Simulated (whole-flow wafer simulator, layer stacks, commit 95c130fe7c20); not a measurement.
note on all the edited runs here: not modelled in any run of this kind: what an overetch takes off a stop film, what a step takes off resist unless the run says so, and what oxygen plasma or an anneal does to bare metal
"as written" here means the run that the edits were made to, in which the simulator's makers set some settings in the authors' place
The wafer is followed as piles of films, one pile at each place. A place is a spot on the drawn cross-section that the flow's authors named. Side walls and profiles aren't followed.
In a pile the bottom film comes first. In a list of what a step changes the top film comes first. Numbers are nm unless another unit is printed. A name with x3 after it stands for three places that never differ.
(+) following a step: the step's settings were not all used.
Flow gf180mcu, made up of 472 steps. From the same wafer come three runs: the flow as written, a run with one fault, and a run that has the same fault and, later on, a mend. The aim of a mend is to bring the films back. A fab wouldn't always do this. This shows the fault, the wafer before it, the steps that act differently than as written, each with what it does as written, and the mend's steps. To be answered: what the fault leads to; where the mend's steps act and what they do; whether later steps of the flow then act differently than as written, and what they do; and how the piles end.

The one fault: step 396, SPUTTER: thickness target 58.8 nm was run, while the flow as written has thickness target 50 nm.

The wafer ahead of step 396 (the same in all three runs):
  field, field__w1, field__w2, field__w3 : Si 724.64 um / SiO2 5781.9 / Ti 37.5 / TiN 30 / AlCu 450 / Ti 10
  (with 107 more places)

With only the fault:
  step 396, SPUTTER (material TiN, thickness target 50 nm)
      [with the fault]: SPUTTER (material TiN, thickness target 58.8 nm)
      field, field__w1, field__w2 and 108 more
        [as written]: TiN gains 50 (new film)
        [with the fault]: TiN gains 58.8 (new film)
  Steps later in the flow that act otherwise than as written (not shown: 1 more step that differs only slightly, by at most 2% or 0.5 nm, whichever is larger):
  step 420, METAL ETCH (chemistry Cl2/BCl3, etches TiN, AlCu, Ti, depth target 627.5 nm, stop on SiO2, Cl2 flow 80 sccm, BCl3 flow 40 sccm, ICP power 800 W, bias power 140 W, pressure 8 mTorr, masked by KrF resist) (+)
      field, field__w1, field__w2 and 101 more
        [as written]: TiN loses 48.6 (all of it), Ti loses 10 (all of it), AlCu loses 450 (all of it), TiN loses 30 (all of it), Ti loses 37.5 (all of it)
        [with the fault]: TiN loses 57.4 (all of it), Ti loses 10 (all of it), AlCu loses 450 (all of it), TiN loses 30 (all of it), Ti loses 37.5 (all of it)
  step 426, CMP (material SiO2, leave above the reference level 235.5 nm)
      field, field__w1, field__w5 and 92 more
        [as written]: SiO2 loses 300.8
        [with the fault]: SiO2 loses 292
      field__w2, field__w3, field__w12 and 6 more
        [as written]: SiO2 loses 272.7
        [with the fault]: SiO2 loses 263.5
  At field__w4, field__w8, contact, m1, m1__w1, mim, mim_1p0, m1_nw, the piles at the end differ from the flow's by more than 2% or 0.5 nm, whichever is larger.
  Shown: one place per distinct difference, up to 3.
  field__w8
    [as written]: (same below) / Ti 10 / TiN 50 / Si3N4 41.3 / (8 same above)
    [with the fault]: (same below) / Ti 10 / TiN 58.8 / Si3N4 41.3 / (8 same above)
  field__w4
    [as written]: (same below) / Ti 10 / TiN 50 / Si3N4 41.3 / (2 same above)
    [with the fault]: (same below) / Ti 10 / TiN 58.8 / Si3N4 41.3 / (2 same above)
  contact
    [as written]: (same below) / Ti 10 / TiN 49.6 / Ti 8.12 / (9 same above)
    [with the fault]: (same below) / Ti 10 / TiN 58.4 / Ti 8.12 / (9 same above)

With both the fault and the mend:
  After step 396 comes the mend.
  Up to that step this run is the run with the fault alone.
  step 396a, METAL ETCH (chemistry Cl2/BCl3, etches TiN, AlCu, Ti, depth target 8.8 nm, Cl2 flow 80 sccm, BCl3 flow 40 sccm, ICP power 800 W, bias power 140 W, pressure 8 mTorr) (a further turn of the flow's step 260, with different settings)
      field, field__w1, field__w2 and 108 more
        TiN loses 8.8
  Later steps of the flow that are run all act as written at every place that is followed.
  The piles end the same as the flow's at every place that both follow.
